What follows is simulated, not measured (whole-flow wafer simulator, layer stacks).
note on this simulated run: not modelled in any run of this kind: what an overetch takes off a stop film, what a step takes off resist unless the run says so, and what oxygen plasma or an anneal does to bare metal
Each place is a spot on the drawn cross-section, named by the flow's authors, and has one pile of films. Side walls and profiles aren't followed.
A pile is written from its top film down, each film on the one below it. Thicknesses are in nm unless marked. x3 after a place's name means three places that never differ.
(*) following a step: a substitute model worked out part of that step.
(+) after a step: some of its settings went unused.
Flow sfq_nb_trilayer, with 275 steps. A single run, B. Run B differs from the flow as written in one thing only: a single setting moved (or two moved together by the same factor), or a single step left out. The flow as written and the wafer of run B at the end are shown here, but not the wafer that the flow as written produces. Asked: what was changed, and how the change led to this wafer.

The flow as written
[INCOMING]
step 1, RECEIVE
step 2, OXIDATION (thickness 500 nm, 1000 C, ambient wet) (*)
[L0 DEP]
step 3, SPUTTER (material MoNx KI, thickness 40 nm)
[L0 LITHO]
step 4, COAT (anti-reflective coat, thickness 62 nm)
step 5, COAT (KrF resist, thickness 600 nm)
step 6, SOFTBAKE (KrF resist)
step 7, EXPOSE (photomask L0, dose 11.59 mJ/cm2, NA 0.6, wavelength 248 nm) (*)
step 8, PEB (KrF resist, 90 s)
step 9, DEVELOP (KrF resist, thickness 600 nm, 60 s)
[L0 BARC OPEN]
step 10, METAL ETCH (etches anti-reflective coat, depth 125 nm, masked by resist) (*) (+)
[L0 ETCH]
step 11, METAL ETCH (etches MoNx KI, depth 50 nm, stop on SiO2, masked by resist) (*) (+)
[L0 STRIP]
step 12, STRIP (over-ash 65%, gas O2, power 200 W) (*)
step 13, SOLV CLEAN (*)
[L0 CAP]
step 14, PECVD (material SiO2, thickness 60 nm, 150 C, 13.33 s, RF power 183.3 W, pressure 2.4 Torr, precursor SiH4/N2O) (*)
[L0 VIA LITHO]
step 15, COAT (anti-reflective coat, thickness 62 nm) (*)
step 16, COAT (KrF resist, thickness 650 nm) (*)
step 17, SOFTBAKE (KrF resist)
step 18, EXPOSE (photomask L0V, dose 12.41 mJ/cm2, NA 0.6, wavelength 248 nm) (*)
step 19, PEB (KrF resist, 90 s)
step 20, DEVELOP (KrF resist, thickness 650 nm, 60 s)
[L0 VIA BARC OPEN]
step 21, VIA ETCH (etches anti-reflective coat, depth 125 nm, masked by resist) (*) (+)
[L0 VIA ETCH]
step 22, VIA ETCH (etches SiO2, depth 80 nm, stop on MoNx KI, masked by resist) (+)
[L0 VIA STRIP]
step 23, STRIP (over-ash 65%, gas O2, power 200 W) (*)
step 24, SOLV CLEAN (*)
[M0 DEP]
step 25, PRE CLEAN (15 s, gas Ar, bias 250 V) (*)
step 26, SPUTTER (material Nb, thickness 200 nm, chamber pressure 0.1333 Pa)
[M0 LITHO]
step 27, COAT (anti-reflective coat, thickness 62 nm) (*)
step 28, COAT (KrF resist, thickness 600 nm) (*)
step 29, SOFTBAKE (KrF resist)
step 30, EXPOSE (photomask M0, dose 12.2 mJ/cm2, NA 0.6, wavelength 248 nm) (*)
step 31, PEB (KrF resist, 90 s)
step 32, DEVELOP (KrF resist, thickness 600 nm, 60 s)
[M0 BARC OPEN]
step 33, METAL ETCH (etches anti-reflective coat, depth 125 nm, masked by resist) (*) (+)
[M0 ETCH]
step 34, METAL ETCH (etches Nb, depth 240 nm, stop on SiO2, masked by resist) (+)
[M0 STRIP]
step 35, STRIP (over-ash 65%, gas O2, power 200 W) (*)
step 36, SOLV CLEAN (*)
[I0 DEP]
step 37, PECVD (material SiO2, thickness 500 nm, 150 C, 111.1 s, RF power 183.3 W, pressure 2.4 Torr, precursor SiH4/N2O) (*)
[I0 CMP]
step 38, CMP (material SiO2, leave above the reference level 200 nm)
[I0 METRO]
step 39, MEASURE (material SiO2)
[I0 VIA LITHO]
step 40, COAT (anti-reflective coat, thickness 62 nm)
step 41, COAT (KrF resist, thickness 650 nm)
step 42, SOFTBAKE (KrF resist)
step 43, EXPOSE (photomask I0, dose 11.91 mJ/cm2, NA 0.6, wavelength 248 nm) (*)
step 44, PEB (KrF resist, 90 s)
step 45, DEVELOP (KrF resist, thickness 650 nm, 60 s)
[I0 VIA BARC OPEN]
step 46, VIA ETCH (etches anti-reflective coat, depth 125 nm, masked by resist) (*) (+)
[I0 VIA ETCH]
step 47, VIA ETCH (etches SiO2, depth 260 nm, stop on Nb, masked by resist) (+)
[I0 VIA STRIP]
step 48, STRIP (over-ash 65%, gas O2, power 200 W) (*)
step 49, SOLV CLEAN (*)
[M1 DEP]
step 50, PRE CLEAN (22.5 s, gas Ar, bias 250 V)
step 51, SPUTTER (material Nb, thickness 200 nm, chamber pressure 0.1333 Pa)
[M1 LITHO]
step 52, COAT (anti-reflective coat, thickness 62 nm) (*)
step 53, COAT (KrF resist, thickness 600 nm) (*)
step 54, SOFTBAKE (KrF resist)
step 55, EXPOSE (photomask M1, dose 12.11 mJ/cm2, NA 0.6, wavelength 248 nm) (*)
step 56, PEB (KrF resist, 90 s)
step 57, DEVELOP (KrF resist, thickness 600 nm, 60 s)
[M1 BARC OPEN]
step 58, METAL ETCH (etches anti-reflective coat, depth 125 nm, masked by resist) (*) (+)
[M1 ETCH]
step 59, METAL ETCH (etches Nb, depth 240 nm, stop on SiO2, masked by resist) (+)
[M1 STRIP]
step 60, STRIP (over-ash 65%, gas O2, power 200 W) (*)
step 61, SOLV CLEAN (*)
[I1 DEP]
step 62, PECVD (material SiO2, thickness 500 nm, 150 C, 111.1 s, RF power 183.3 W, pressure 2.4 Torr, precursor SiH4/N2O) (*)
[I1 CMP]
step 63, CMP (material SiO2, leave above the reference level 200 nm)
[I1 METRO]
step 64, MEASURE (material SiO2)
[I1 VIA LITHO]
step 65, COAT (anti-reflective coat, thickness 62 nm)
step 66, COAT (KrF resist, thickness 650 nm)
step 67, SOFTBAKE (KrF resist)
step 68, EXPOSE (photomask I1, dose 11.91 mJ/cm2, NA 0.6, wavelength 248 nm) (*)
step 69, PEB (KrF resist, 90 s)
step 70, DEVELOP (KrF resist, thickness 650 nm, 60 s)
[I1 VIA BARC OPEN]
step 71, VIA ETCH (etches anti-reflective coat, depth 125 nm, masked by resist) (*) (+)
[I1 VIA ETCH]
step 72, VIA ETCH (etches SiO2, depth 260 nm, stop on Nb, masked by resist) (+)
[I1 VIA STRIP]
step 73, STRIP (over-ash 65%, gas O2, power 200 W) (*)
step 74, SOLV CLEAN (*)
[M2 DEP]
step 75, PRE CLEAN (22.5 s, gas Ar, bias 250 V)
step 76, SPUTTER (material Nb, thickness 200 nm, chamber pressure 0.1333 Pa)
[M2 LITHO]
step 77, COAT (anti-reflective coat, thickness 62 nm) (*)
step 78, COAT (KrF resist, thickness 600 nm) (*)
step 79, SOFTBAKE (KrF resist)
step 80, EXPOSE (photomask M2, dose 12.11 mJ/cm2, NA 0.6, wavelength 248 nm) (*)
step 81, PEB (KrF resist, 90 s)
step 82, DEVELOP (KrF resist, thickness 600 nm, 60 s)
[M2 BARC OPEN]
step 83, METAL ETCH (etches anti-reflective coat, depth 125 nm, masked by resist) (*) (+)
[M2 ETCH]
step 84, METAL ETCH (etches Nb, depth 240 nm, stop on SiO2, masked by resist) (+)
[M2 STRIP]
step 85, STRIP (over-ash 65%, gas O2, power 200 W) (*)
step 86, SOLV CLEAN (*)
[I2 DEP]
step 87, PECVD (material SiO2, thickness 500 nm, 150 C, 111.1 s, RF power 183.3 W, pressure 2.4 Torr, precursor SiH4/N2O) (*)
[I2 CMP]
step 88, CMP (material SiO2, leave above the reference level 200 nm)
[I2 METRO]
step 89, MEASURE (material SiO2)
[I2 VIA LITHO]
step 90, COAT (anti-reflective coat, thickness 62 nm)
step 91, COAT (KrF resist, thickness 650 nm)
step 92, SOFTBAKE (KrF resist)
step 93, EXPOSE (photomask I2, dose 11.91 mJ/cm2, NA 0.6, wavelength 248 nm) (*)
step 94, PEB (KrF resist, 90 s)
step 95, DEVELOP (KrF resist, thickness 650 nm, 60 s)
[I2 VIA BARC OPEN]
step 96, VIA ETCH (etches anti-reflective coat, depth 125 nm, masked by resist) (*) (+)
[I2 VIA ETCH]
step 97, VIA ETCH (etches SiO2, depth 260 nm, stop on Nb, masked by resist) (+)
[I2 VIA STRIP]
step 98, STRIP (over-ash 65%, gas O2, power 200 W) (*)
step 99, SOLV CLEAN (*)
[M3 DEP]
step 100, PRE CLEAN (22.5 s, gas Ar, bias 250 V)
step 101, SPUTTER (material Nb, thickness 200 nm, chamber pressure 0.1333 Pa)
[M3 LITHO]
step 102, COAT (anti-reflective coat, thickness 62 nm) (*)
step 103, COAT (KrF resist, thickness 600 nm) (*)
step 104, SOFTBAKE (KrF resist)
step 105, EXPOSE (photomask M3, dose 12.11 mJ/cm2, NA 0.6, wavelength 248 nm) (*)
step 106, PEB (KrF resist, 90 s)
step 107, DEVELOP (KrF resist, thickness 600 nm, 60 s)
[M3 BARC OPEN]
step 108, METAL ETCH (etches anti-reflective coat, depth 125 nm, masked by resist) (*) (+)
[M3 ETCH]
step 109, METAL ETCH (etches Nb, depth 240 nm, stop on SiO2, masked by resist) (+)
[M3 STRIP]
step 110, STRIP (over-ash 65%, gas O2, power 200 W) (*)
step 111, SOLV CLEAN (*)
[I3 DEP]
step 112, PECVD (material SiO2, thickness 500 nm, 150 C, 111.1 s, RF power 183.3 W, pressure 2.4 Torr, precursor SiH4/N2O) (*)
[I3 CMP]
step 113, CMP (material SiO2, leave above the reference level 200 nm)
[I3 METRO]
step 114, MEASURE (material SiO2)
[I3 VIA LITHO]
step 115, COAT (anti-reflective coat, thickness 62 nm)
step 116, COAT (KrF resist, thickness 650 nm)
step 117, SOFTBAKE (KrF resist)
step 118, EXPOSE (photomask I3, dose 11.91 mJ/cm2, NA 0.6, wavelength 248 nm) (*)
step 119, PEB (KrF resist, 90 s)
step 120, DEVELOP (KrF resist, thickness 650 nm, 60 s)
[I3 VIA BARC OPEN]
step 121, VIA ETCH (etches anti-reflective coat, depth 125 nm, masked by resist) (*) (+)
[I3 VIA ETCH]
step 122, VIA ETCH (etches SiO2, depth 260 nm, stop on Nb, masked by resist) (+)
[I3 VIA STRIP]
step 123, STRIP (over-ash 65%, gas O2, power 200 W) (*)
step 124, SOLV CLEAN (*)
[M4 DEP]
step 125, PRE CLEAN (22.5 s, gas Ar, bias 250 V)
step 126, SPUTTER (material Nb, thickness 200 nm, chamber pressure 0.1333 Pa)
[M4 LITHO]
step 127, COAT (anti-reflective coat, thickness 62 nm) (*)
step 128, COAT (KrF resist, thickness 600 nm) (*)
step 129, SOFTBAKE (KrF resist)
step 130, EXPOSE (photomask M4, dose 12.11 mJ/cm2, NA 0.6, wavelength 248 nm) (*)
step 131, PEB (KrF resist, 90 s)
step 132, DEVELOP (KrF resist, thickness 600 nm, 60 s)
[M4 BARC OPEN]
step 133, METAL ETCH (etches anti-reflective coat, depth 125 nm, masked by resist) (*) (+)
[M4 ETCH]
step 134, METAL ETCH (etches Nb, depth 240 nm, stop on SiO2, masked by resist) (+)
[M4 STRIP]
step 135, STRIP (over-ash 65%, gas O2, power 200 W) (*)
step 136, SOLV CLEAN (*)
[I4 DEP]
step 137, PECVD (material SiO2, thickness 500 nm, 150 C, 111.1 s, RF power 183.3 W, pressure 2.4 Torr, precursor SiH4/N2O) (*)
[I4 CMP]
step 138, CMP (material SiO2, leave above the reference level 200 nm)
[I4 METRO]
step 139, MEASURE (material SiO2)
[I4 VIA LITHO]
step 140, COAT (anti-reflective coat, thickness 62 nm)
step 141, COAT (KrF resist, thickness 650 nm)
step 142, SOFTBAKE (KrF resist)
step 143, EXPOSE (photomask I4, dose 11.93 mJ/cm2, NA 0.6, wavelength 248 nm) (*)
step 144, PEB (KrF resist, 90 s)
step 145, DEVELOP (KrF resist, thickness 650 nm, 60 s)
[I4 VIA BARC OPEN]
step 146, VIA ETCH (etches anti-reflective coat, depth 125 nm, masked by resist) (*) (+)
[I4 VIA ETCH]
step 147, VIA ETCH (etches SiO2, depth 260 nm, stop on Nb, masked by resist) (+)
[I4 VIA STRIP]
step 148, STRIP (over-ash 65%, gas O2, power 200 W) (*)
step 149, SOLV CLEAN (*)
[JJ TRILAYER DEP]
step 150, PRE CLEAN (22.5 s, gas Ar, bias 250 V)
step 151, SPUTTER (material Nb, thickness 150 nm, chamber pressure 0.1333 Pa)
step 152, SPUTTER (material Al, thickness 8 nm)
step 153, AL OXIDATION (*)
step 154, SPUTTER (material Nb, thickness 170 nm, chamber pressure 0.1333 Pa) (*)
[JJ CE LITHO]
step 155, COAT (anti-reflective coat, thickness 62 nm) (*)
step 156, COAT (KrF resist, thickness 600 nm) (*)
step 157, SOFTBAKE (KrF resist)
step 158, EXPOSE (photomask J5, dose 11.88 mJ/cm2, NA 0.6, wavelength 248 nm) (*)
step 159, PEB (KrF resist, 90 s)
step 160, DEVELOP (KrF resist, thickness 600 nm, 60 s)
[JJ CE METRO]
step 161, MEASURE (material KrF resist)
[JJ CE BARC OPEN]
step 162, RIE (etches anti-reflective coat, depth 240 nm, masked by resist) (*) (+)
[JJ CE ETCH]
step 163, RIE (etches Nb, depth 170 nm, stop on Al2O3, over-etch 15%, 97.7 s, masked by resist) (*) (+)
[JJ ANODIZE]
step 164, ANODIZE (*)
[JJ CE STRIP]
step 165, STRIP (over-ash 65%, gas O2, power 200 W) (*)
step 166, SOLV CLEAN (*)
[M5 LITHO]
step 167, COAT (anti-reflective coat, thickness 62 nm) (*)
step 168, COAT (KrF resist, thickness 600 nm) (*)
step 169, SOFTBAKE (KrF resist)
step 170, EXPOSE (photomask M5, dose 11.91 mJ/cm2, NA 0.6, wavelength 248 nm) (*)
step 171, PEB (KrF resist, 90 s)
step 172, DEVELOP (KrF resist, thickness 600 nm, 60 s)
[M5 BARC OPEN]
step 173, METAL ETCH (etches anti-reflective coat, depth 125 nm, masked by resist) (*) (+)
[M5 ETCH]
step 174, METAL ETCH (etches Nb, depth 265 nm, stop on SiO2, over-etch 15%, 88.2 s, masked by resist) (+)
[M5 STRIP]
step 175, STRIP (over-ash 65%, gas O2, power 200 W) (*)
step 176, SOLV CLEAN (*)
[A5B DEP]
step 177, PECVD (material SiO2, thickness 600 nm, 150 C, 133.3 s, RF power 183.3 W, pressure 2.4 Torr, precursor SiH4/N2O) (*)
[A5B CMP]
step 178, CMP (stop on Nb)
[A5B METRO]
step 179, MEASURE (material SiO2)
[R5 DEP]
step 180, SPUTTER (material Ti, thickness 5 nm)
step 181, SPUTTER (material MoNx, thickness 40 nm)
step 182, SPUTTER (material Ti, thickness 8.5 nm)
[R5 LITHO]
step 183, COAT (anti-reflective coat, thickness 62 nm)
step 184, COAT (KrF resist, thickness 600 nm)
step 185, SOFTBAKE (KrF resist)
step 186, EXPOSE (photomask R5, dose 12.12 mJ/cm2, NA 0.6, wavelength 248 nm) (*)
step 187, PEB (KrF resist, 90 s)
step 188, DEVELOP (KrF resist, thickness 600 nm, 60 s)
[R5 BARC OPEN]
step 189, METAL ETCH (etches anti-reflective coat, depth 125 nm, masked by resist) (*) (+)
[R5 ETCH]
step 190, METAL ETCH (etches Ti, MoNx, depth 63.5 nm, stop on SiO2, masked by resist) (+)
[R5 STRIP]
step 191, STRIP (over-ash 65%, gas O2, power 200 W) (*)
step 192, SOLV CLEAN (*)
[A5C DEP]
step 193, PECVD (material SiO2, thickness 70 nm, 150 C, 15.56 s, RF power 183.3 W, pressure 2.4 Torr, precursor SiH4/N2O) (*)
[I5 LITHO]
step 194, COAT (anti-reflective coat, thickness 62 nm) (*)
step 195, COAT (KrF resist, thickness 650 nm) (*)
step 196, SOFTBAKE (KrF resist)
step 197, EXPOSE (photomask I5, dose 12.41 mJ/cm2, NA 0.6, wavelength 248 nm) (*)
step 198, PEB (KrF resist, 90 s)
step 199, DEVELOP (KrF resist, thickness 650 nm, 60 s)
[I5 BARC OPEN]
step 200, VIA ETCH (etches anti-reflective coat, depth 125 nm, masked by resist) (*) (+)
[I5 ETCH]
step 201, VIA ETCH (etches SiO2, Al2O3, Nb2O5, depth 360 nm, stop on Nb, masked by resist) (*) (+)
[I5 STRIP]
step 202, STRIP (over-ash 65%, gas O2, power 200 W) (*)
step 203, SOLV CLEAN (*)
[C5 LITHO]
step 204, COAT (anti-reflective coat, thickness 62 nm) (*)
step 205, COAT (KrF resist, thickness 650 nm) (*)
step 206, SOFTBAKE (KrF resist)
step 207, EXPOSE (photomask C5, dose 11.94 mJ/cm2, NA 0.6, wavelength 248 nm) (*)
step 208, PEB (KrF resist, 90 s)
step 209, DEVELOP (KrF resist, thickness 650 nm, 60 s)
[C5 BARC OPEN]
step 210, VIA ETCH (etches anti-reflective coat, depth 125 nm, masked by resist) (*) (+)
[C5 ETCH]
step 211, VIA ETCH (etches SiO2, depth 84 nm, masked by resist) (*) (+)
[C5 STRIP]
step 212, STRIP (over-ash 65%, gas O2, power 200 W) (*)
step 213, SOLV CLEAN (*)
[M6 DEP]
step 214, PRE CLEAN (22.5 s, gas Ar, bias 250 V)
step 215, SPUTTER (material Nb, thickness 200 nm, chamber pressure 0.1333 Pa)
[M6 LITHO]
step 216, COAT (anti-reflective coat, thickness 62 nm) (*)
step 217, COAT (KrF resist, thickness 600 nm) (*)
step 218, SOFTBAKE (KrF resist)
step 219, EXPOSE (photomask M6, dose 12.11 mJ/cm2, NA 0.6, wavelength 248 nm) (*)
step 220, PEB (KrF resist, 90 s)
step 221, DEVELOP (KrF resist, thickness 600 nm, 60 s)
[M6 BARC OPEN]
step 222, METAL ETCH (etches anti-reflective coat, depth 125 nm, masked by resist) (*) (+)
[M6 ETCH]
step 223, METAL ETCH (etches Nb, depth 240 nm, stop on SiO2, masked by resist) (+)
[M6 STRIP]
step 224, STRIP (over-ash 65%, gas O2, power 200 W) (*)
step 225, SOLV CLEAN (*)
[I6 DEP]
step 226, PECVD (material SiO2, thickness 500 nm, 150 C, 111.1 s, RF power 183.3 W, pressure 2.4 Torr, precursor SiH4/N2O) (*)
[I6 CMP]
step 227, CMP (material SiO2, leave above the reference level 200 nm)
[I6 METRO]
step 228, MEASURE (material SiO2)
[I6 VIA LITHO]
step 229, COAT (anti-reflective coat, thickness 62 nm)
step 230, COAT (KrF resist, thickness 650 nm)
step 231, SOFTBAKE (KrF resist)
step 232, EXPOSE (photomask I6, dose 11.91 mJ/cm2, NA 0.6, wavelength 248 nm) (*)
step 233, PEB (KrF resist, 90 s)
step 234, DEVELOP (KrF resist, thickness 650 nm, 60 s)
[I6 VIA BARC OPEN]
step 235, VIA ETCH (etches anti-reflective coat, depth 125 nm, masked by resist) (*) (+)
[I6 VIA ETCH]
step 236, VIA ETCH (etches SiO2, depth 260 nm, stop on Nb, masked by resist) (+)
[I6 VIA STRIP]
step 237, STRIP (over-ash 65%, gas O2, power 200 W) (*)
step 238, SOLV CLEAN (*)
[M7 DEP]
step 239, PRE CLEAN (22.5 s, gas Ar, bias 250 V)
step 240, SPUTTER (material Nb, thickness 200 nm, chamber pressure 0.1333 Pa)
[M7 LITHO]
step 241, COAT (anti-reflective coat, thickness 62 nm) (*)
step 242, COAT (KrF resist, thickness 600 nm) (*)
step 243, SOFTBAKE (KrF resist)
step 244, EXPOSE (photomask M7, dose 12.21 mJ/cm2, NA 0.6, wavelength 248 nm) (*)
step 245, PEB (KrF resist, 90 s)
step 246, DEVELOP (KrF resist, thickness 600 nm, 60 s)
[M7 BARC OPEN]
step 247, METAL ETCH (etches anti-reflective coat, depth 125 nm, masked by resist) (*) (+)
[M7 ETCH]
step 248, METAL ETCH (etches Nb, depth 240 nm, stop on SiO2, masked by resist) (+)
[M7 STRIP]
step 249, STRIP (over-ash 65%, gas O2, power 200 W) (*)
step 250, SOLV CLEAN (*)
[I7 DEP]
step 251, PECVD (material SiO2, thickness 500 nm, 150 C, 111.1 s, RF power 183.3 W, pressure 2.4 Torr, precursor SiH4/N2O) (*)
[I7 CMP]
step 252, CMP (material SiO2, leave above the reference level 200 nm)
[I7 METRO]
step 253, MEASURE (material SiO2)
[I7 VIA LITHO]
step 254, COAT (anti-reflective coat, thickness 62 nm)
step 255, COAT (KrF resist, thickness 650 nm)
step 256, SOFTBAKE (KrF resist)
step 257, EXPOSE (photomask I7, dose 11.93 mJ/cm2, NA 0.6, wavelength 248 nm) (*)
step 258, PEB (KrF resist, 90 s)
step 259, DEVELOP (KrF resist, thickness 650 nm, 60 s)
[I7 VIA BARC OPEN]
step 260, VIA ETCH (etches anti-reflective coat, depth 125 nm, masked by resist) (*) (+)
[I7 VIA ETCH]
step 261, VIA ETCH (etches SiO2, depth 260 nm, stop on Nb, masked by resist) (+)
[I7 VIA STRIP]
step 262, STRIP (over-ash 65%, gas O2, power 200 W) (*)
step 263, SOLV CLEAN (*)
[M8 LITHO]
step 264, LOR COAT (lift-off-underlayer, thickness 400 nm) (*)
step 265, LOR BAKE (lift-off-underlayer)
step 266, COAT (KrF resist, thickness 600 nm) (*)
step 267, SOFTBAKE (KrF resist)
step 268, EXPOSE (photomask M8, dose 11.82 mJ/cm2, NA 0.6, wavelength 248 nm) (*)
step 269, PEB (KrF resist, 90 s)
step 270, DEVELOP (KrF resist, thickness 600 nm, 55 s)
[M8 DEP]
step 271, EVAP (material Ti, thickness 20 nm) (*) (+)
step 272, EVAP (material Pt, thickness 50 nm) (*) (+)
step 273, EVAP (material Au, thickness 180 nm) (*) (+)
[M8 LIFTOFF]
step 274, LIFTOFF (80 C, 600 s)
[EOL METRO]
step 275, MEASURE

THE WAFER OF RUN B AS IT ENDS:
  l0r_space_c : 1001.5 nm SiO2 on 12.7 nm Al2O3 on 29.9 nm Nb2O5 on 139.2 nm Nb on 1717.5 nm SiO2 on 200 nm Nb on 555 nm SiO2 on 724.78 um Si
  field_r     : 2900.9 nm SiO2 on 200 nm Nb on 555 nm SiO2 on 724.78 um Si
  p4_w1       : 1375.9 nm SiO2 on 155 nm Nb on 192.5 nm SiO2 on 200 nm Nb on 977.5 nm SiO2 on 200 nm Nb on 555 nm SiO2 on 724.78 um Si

What caused this: step 126, SPUTTER: thickness 155 nm was run, whereas the flow has thickness 200 nm.
The wafer itself shows it: p4_w1 has Nb 155, and step 126 as written asks for 200 nm.

Step by step, how the change led to this:
  step 126, SPUTTER (material Nb, thickness 200 nm, chamber pressure 0.1333 Pa)
      field_l, v_sur, via_wl and 102 more: +155 Nb (new film) (as written it would have been: +200 Nb (new film))
      via_v: +128 Nb (as written it would have been: +165.5 Nb)
  step 134, METAL ETCH (etches Nb, depth 240 nm, stop on SiO2, masked by resist) (+)
      field_l, be, be_sur and 64 more: -155 Nb (all of it) (as written it would have been: -200 Nb (all of it))
      v_sur, via_wl, via_w and 36 more: -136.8 KrF resist (as written it would have been: -141.2 KrF resist)
  step 137, PECVD (material SiO2, thickness 500 nm, 150 C, 111.1 s, RF power 183.3 W, pressure 2.4 Torr, precursor SiH4/N2O) (*)
      p3_s0, p3_s1, p3_s2, p3_s3, p3_s4, p3_s5: +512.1 SiO2 (as written it would have been: +557.1 SiO2)
      via_v: +602.5 SiO2 (new film) (as written it would have been: +615 SiO2 (new film))
  step 138, CMP (material SiO2, leave above the reference level 200 nm)
      field_l, be, be_sur and 55 more: -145 SiO2 (as written it would have been: -100 SiO2)
      lsp_r, l0_sur, l0v: -138.7 SiO2 (as written it would have been: -91.9 SiO2)
      (as well as at 1 more place)
